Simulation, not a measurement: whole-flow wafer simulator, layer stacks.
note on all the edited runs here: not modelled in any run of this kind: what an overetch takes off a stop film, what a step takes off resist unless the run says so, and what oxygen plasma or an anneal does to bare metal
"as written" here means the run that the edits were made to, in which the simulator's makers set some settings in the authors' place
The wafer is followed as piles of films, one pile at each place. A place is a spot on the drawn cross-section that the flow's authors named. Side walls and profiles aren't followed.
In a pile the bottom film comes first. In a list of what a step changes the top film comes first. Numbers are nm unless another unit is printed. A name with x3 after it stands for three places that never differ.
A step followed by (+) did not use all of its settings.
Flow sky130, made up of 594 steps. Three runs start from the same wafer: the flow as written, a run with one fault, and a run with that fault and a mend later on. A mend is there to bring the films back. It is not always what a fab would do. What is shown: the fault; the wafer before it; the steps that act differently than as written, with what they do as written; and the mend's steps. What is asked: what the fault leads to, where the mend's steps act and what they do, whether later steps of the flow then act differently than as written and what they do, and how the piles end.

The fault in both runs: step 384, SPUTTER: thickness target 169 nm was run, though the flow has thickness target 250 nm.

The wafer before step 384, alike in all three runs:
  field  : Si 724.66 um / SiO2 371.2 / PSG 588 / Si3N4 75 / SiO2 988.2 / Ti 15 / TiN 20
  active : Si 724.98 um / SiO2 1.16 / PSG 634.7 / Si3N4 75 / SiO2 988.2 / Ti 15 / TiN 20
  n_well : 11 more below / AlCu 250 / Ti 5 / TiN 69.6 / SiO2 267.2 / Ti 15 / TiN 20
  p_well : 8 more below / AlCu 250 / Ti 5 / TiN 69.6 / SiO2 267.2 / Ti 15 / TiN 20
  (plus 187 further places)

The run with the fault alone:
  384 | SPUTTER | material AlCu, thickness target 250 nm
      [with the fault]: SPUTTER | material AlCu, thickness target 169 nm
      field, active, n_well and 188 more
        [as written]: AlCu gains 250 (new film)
        [with the fault]: AlCu gains 169 (new film)
  Steps later in the flow that act otherwise than as written (14 more steps, not shown, differ only slightly: by at most 2% or 0.5 nm, whichever is larger):
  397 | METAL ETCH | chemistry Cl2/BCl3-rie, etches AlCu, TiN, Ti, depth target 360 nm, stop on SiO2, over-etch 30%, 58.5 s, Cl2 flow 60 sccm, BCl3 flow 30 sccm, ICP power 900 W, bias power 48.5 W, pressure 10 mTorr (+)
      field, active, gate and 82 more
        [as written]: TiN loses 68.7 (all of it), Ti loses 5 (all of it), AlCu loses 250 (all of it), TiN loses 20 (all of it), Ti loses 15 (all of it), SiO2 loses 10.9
        [with the fault]: TiN loses 68.7 (all of it), Ti loses 5 (all of it), AlCu loses 169 (all of it), TiN loses 20 (all of it), Ti loses 15 (all of it), SiO2 loses 19
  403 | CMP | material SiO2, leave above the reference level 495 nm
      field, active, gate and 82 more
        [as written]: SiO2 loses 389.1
        [with the fault]: SiO2 loses 462
  By the end, the piles at n_well, p_well, gate_hv and 120 more depart from the flow's by more than 2% or 0.5 nm, whichever is larger.
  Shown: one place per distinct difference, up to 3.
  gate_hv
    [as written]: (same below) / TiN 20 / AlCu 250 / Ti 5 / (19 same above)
    [with the fault]: (same below) / TiN 20 / AlCu 169 / Ti 5 / (19 same above)
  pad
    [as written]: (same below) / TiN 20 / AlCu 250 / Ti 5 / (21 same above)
    [with the fault]: (same below) / TiN 20 / AlCu 169 / Ti 5 / (21 same above)
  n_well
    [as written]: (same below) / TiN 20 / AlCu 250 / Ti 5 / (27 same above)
    [with the fault]: (same below) / TiN 20 / AlCu 169 / Ti 5 / (27 same above)

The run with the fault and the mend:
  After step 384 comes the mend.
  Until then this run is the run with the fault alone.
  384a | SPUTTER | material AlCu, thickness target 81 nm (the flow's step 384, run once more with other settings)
      field, active, n_well and 188 more
        AlCu gains 81
  None of the later steps of the flow acts differently than as written at any place that is followed.
  The piles end the same as the flow's at every place that both follow.
